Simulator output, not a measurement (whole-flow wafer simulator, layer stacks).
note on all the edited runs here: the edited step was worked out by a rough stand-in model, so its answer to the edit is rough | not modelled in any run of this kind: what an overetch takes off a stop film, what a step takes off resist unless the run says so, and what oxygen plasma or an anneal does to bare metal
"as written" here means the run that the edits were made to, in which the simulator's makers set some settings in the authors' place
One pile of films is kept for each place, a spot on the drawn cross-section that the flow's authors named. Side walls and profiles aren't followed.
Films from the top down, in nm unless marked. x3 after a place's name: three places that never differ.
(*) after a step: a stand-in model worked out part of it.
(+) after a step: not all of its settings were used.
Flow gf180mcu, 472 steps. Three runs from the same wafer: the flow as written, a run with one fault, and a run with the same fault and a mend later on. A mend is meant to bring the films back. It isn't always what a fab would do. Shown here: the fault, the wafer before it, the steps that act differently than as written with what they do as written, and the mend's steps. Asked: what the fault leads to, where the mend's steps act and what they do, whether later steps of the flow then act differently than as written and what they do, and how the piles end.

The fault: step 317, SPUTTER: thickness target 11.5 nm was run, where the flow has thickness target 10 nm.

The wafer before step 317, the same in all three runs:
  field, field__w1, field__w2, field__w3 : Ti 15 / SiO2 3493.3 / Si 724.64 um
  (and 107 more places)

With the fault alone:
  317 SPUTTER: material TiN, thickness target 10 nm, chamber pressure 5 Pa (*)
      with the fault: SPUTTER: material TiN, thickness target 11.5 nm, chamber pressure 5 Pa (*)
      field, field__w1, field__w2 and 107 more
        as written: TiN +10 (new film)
        with the fault: TiN +11.5 (new film)
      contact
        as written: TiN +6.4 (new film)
        with the fault: TiN +7.36 (new film)
  Later steps of the flow that act differently than as written (1 more step differs only slightly, by at most 2% or 0.5 nm, whichever is larger, and isn't shown):
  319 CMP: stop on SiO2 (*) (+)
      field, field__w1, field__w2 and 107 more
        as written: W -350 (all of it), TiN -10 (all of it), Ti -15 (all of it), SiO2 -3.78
        with the fault: W -350 (all of it), TiN -11.5 (all of it), Ti -15 (all of it), SiO2 -3.8
  At the end the piles differ from the flow's by more than 2% or 0.5 nm, whichever is larger, at contact.
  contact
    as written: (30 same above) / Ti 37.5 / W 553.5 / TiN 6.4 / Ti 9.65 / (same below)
    with the fault: (30 same above) / Ti 37.5 / W 552.5 / TiN 7.36 / Ti 9.65 / (same below)

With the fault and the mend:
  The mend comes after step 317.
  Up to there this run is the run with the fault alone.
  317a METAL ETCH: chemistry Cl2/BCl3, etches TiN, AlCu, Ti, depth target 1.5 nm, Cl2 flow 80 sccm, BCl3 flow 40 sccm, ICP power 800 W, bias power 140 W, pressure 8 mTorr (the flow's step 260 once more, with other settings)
      field, field__w1, field__w2 and 108 more
        TiN -1.5
  No later step of the flow acts differently than as written, at any place that is followed, by more than 2% or 0.5 nm, whichever is larger.
  At the end the piles differ from the flow's by more than 2% or 0.5 nm, whichever is larger, at contact.
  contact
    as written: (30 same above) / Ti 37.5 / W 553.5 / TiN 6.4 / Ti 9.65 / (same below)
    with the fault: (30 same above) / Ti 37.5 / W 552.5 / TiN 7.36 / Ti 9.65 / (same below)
    with the mend: (30 same above) / Ti 37.5 / W 554 / TiN 5.86 / Ti 9.65 / (same below)
